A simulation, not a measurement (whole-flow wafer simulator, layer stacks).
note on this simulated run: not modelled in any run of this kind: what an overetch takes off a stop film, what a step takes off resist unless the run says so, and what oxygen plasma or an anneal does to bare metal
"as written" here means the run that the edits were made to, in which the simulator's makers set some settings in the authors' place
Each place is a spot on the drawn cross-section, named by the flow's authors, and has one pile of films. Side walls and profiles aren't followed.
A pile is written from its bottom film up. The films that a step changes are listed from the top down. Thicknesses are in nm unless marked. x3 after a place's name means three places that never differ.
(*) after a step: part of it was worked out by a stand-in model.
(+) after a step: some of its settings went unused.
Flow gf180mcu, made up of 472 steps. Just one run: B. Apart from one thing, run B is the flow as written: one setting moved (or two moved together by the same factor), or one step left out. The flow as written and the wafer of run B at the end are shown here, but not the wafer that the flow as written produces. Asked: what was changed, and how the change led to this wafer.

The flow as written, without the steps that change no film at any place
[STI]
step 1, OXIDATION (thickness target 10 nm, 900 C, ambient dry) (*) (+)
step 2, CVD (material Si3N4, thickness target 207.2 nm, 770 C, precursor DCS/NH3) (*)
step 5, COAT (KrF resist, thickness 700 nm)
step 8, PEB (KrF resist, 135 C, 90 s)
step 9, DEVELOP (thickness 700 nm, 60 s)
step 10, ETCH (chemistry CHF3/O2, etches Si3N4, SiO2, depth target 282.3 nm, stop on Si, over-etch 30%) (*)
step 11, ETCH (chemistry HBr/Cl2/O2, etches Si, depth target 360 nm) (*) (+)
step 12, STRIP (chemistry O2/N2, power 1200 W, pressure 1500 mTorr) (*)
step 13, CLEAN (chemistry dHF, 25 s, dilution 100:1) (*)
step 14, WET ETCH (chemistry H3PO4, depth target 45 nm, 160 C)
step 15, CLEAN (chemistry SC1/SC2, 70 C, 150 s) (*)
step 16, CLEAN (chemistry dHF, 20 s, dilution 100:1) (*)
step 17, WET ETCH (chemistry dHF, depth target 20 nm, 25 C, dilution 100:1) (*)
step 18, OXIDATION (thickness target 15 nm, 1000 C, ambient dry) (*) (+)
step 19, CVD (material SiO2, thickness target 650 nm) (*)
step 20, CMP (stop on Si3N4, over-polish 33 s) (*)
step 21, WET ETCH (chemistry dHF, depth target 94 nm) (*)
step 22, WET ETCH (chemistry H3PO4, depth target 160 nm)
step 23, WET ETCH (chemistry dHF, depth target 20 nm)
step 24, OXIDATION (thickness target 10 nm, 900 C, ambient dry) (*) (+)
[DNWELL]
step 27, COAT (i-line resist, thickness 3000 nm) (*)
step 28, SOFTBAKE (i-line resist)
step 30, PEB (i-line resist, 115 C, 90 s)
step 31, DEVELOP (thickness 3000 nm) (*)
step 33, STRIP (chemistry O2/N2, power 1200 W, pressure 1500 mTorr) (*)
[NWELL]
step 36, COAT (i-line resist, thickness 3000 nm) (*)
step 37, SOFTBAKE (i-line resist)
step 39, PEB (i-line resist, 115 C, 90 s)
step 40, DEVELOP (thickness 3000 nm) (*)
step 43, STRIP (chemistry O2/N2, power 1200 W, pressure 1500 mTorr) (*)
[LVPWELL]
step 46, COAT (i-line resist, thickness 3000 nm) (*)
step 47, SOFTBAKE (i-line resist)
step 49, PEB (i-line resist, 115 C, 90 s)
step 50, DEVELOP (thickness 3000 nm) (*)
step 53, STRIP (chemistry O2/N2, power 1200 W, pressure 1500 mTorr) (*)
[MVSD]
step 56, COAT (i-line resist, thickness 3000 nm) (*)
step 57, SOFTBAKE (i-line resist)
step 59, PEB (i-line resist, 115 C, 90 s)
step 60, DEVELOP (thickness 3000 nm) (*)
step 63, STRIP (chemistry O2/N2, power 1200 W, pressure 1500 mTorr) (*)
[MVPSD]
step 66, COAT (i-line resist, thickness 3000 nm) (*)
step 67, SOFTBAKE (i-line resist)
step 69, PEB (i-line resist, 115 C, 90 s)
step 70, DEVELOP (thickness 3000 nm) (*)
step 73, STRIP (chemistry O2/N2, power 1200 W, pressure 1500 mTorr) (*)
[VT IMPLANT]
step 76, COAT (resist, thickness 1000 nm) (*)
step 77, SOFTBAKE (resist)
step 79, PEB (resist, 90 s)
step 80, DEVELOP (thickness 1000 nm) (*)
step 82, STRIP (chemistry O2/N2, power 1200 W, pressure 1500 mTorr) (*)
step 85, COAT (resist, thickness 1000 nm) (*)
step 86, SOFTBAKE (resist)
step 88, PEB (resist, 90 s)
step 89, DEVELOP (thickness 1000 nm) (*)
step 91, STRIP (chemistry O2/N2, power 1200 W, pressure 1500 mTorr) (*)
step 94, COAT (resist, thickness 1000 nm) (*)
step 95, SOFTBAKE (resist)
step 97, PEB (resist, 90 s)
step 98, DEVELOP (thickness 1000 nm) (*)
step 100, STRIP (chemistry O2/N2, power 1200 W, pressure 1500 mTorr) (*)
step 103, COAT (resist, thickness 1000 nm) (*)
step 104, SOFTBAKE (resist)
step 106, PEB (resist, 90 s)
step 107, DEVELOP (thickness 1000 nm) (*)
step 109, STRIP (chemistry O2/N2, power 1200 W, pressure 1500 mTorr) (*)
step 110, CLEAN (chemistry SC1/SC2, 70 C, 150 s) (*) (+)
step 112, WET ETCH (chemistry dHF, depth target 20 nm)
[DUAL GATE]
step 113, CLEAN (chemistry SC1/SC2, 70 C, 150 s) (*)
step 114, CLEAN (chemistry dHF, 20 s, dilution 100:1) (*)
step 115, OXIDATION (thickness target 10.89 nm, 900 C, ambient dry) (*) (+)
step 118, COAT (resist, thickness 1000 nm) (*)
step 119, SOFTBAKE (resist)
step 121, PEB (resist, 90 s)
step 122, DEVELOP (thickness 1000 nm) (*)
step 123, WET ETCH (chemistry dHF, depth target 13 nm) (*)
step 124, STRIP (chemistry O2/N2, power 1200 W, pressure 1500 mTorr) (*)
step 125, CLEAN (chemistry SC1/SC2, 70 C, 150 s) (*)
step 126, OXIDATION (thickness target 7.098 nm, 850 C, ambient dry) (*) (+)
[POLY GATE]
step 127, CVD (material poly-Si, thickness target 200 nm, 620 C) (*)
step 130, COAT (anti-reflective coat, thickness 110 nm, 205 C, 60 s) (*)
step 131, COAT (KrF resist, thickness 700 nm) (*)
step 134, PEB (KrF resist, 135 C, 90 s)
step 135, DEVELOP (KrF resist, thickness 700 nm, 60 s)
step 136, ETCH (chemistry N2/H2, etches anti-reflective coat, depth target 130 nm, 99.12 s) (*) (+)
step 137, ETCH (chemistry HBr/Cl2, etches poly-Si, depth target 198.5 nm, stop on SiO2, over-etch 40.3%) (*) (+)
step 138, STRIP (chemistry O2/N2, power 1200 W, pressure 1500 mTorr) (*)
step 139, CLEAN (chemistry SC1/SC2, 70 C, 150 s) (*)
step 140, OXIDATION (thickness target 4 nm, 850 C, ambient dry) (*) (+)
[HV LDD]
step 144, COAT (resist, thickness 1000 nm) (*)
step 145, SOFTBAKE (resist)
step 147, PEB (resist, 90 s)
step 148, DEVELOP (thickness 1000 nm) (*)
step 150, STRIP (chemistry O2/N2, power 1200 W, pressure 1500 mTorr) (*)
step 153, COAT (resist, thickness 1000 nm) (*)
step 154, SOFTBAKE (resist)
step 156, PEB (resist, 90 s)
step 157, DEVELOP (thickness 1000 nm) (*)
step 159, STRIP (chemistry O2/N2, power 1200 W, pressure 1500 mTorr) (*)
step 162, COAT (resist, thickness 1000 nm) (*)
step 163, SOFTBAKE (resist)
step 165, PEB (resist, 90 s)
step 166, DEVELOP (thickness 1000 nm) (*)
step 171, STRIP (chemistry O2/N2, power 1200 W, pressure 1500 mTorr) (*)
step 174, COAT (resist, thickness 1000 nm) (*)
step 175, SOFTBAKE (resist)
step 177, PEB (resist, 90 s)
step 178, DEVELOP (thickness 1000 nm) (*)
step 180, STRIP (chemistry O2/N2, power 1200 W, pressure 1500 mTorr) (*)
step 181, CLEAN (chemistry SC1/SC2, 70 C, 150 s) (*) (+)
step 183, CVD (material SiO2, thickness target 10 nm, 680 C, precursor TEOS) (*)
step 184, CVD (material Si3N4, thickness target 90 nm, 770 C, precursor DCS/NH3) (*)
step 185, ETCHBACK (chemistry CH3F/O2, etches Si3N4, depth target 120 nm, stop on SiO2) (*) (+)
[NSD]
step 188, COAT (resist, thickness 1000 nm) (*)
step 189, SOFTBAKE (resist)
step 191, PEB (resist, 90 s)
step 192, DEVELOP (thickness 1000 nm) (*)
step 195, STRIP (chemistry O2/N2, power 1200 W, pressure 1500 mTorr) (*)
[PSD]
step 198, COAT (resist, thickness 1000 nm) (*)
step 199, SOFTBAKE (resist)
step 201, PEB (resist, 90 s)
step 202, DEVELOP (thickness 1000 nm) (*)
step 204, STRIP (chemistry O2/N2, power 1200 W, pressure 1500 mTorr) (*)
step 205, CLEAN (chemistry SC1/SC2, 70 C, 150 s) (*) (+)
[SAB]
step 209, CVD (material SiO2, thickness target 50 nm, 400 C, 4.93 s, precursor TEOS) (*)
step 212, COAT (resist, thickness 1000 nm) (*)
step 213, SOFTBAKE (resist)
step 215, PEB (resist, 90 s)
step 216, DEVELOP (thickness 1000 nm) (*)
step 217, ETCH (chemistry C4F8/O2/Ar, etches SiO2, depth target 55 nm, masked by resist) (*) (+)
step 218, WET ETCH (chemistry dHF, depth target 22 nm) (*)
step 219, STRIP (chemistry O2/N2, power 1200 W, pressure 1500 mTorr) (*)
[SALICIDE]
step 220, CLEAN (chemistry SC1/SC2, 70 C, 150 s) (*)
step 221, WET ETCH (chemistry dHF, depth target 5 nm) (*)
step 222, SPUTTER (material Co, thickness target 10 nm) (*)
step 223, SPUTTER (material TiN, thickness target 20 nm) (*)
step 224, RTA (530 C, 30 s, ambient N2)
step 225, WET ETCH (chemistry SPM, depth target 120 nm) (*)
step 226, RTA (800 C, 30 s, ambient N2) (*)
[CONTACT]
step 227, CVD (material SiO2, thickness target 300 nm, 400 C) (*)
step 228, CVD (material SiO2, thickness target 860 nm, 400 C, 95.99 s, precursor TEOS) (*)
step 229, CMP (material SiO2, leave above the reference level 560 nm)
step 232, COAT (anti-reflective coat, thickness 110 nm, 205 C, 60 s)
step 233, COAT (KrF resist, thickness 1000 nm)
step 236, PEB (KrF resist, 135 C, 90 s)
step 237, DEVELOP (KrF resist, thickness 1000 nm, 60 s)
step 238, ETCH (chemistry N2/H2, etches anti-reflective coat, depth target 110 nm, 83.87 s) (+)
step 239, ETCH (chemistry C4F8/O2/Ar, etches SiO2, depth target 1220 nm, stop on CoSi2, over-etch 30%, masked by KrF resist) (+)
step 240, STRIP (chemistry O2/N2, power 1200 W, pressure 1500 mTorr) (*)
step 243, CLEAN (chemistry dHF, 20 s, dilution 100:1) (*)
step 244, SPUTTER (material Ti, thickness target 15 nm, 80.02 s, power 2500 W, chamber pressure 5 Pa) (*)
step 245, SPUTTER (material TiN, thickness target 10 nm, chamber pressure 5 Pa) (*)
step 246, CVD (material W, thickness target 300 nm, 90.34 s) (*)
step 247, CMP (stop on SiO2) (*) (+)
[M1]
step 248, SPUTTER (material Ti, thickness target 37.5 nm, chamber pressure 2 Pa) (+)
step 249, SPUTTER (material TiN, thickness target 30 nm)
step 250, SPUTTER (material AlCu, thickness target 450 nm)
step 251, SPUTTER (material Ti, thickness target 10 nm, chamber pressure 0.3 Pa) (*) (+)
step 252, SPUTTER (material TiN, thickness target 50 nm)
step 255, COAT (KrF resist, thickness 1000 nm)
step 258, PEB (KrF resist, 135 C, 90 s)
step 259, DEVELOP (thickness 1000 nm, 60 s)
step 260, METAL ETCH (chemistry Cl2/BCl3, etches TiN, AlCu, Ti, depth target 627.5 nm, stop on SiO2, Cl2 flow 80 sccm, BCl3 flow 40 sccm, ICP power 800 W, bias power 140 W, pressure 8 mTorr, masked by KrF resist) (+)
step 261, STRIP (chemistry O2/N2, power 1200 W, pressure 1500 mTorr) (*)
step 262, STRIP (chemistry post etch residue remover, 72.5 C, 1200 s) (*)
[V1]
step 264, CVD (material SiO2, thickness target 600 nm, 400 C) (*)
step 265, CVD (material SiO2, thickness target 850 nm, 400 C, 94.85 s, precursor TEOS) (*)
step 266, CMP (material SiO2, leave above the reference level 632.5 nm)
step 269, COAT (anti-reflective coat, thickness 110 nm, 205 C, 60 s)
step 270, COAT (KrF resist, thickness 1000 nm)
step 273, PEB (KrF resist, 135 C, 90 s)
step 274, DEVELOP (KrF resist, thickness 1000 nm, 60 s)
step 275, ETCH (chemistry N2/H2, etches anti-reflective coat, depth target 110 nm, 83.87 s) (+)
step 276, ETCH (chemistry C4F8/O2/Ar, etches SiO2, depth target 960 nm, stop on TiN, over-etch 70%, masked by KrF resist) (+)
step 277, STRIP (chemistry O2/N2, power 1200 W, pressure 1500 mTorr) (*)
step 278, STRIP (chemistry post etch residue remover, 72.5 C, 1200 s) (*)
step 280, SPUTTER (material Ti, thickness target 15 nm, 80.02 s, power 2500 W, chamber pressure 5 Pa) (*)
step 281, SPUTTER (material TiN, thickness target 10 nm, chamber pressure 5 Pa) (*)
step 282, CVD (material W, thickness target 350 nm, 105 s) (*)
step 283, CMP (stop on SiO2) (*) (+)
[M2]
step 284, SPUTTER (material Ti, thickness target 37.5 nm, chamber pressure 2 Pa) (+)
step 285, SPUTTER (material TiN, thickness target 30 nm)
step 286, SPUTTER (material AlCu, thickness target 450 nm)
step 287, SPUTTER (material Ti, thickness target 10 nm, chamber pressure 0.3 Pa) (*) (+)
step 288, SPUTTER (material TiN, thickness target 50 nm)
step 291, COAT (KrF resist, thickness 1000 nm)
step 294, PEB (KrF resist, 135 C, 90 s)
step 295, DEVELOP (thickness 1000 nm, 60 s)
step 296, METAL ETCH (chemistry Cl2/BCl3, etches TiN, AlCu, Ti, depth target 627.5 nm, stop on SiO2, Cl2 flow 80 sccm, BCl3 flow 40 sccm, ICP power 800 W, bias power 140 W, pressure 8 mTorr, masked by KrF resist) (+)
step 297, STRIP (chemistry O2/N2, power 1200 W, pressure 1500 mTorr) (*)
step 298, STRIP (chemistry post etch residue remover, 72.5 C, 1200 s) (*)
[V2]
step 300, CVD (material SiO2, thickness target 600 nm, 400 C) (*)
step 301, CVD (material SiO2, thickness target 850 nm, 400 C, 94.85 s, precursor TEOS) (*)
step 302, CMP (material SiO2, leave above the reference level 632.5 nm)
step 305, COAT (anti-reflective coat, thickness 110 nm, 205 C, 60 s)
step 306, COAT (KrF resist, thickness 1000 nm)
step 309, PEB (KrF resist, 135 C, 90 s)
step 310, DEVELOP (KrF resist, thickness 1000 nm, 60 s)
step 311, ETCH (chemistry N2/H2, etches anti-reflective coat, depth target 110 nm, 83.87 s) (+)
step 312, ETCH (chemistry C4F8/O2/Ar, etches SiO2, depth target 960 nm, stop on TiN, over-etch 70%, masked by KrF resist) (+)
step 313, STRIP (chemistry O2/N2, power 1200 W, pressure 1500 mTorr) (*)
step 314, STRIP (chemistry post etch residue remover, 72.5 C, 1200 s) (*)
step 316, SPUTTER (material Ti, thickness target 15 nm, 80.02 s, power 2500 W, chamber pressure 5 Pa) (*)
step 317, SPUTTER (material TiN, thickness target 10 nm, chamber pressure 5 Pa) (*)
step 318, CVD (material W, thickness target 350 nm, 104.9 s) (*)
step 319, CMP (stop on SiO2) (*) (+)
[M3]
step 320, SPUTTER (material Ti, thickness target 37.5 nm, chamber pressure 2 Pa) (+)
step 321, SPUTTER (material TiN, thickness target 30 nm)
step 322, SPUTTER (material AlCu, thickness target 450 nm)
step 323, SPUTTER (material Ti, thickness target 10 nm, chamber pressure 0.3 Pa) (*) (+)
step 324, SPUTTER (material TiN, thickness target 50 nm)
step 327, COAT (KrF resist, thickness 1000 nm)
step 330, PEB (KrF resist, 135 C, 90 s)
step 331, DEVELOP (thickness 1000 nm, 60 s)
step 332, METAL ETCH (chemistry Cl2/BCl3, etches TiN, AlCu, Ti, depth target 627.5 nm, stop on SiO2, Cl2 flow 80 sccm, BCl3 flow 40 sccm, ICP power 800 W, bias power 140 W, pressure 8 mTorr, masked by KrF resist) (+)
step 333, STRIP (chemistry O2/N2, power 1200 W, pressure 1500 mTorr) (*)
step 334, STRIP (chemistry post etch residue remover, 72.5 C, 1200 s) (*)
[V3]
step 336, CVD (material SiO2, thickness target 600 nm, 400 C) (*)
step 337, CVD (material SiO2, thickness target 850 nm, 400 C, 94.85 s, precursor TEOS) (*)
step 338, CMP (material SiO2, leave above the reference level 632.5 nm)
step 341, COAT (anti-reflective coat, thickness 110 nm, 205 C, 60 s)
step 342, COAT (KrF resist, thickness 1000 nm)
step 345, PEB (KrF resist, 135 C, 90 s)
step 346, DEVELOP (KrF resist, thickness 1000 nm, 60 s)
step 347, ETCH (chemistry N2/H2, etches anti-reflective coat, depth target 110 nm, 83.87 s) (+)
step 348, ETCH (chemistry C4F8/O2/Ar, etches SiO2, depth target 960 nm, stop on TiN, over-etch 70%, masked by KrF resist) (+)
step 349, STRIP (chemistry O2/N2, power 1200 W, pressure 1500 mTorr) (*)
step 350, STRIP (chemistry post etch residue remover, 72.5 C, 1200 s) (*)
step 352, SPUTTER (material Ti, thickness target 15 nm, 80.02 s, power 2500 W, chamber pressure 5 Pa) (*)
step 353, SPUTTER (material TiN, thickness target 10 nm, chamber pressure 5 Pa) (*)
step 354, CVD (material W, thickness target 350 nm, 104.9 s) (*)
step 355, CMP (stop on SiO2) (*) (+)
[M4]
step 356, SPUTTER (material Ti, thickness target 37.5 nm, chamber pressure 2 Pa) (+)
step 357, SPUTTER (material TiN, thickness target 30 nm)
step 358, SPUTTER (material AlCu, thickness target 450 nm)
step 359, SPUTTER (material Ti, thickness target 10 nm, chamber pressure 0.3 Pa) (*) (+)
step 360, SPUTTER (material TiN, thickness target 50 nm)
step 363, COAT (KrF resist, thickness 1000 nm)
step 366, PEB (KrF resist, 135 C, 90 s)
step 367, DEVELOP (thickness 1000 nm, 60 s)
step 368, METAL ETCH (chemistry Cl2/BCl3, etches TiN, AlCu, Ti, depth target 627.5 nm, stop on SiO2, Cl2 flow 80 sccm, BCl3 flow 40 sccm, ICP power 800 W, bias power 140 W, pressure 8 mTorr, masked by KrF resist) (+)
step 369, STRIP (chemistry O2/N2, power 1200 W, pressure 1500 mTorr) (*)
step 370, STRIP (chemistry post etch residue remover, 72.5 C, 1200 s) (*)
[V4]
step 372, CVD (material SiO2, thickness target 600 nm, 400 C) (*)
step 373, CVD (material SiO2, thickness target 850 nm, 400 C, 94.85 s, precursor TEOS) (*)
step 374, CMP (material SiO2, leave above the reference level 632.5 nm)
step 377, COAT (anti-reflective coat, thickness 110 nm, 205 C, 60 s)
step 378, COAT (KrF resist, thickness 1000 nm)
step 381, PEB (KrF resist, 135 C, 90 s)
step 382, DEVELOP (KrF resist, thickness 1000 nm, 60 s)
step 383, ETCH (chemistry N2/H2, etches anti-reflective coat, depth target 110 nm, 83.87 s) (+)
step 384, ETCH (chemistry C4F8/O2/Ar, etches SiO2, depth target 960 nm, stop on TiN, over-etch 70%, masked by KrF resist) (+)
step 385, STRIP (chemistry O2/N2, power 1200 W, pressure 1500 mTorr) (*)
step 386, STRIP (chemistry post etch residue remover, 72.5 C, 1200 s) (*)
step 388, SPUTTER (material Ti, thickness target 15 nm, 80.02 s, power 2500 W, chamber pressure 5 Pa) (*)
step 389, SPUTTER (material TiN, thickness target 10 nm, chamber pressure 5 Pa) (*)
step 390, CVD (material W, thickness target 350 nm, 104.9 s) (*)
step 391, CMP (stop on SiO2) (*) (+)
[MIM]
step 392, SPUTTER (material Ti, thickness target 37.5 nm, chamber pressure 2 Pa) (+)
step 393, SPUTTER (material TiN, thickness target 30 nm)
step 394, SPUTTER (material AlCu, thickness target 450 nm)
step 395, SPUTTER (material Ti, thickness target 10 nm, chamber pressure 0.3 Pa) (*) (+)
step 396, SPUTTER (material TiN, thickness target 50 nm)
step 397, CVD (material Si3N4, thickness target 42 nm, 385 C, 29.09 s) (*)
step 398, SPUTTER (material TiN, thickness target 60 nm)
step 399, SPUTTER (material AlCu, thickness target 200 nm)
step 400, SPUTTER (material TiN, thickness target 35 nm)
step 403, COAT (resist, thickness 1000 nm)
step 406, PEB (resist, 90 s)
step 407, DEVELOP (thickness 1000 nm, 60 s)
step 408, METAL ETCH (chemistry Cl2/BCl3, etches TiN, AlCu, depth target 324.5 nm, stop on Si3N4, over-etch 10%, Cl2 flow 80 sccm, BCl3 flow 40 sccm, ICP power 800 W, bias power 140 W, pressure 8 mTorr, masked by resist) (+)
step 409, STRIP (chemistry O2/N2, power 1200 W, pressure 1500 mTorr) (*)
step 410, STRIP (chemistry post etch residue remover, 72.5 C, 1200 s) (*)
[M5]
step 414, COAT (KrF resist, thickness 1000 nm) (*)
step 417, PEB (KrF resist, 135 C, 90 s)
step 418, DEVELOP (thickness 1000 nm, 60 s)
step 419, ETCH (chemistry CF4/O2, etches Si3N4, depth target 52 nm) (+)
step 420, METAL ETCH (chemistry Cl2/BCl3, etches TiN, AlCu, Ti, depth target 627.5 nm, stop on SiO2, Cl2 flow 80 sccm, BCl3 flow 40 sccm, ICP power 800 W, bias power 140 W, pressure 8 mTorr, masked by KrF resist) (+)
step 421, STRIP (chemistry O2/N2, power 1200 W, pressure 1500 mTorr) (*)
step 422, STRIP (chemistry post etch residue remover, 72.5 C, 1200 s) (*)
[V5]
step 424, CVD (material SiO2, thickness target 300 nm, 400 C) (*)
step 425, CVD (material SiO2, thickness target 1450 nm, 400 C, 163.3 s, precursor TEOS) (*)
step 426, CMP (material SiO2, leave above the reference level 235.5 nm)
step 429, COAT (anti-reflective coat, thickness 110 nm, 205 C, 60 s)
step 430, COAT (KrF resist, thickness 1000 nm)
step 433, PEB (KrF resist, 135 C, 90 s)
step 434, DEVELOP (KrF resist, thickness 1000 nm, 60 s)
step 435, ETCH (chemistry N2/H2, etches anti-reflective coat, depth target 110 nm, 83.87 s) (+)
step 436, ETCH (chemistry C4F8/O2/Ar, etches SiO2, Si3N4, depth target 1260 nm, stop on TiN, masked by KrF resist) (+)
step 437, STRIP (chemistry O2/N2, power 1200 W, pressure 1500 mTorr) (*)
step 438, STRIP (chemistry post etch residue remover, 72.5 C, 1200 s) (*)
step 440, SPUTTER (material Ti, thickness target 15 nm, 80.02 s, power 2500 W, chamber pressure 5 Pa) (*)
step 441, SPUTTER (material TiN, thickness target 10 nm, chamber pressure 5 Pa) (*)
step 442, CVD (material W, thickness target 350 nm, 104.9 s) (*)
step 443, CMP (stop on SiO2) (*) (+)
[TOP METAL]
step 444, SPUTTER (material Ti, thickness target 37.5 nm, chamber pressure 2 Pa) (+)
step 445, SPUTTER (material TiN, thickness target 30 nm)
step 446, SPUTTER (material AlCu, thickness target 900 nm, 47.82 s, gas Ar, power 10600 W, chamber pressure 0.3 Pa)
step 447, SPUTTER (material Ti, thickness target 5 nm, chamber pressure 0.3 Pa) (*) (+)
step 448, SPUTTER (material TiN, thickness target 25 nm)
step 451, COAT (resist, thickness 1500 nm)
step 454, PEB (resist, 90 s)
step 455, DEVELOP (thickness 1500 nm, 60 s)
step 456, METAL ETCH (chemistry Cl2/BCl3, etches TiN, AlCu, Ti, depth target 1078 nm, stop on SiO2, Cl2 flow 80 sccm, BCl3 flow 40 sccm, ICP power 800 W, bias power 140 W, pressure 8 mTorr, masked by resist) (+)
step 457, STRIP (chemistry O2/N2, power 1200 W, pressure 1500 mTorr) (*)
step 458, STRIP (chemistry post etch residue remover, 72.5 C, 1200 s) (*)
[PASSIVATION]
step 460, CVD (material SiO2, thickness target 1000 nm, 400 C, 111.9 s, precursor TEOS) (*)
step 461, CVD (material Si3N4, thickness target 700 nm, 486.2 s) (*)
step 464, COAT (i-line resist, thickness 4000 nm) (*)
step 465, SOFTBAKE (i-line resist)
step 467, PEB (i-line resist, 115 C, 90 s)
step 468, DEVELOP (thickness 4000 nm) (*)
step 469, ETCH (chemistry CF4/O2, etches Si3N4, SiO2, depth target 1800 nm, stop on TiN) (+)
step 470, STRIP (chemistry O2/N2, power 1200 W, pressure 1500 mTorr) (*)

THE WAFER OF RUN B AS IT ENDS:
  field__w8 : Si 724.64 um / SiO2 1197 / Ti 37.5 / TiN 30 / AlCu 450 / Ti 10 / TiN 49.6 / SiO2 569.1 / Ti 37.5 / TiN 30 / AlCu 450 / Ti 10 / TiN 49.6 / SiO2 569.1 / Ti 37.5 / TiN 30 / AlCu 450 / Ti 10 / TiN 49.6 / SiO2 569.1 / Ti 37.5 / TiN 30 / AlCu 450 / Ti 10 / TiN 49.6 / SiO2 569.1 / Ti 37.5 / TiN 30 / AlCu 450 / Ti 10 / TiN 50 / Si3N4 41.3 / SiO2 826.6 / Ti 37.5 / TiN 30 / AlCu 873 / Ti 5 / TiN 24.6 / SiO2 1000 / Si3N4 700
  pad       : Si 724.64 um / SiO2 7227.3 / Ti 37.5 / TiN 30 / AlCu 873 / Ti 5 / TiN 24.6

The reason: step 446, SPUTTER: thickness target 873 nm was run, while the flow as written has thickness target 900 nm.
The wafer itself shows it: field__w8 has AlCu 873, and step 446 as written asks for 900 nm.

How this came from the change, step by step:
  step 446, SPUTTER (material AlCu, thickness target 900 nm, 47.82 s, gas Ar, power 10600 W, chamber pressure 0.3 Pa)
      field, field__w1, field__w2 and 109 more: +873 AlCu (new film) (as written it would have been: +900 AlCu (new film))
  step 456, METAL ETCH (chemistry Cl2/BCl3, etches TiN, AlCu, Ti, depth target 1078 nm, stop on SiO2, Cl2 flow 80 sccm, BCl3 flow 40 sccm, ICP power 800 W, bias power 140 W, pressure 8 mTorr, masked by resist) (+)
      field, field__w1, field__w2 and 103 more: -25 TiN (all of it), -5 Ti (all of it), -873 AlCu (all of it), -30 TiN (all of it), -37.5 Ti (all of it) (as written it would have been: -25 TiN (all of it), -5 Ti (all of it), -900 AlCu (all of it), -30 TiN (all of it), -37.5 Ti (all of it))
  step 465, SOFTBAKE (i-line resist)
      field__w11, field__w13, nw_enc_fld_lv__w4: +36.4 i-line resist (as written it would have been: +37.9 i-line resist)
      active_hv, ld_gate_n: +27 i-line resist (as written it would have been: +28.2 i-line resist)
      (as well as at 59 more places)
